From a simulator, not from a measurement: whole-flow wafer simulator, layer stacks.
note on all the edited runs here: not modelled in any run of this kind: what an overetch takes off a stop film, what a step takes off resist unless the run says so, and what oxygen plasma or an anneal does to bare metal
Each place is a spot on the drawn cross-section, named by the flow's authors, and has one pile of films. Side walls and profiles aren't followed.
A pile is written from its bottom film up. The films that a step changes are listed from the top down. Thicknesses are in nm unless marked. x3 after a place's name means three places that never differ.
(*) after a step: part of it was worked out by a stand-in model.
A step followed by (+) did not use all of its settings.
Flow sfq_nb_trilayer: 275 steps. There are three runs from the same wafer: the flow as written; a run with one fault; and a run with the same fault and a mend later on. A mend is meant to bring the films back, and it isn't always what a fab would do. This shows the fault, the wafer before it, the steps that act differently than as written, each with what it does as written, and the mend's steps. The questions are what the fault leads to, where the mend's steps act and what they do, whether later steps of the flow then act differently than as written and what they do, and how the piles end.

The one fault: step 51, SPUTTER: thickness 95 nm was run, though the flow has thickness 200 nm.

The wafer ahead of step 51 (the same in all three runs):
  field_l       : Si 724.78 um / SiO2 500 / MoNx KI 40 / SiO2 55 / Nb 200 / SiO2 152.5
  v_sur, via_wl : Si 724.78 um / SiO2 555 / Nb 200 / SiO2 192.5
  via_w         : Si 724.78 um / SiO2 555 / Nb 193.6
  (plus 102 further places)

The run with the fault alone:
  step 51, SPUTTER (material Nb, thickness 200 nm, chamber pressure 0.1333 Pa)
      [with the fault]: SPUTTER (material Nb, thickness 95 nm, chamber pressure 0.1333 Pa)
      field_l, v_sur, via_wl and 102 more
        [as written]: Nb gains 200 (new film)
        [with the fault]: Nb gains 95 (new film)
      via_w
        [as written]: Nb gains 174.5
        [with the fault]: Nb gains 83.7
  Later steps of the flow acting differently than as written (not shown: 3 more steps that differ only slightly, by at most 2% or 0.5 nm, whichever is larger):
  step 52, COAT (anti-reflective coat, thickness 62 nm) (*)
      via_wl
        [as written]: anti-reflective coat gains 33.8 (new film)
        [with the fault]: anti-reflective coat gains 33 (new film)
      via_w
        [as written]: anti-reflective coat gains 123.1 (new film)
        [with the fault]: anti-reflective coat gains 118.7 (new film)
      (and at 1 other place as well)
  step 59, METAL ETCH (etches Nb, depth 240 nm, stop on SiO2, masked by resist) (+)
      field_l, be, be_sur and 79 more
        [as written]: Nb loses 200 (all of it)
        [with the fault]: Nb loses 95 (all of it)
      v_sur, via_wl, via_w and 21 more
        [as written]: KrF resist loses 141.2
        [with the fault]: KrF resist loses 83.8
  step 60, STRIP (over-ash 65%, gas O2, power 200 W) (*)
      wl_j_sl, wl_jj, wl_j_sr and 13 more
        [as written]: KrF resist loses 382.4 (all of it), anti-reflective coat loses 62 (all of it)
        [with the fault]: KrF resist loses 439.7 (all of it), anti-reflective coat loses 62 (all of it)
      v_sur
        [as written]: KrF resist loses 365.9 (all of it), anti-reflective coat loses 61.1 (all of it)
        [with the fault]: KrF resist loses 424.1 (all of it), anti-reflective coat loses 60.9 (all of it)
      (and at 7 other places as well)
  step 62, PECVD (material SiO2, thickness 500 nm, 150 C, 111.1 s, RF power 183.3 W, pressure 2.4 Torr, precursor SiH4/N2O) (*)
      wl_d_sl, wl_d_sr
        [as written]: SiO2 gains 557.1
        [with the fault]: SiO2 gains 500
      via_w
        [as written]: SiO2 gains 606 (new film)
        [with the fault]: SiO2 gains 580.3 (new film)
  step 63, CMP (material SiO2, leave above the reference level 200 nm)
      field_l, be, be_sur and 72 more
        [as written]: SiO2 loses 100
        [with the fault]: SiO2 loses 205
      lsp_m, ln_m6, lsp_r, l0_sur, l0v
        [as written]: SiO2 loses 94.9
        [with the fault]: SiO2 loses 205
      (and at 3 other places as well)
  At field_l, v_sur, via_wl and 103 more, the piles at the end differ from the flow's by more than 2% or 0.5 nm, whichever is larger.
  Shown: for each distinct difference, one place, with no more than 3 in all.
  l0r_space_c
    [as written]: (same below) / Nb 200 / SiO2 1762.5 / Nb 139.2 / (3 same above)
    [with the fault]: (same below) / Nb 200 / SiO2 1657.5 / Nb 139.2 / (3 same above)
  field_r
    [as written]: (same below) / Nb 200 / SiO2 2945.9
    [with the fault]: (same below) / Nb 200 / SiO2 2840.9
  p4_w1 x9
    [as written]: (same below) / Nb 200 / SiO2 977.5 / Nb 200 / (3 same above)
    [with the fault]: (same below) / Nb 200 / SiO2 872.5 / Nb 200 / (3 same above)

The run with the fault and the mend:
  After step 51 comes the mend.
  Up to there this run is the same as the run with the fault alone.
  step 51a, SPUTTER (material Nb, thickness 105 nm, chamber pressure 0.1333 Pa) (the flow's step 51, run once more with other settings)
      field_l, v_sur, via_wl and 102 more
        Nb gains 105
      via_w
        Nb gains 86.5
  Every later step of the flow that is run acts as written, at every place that is followed, to within 2% or 0.5 nm, whichever is larger.
  At the end the piles are close to the flow's at the places that both follow, differing by at most 2% or 0.5 nm, whichever is larger.
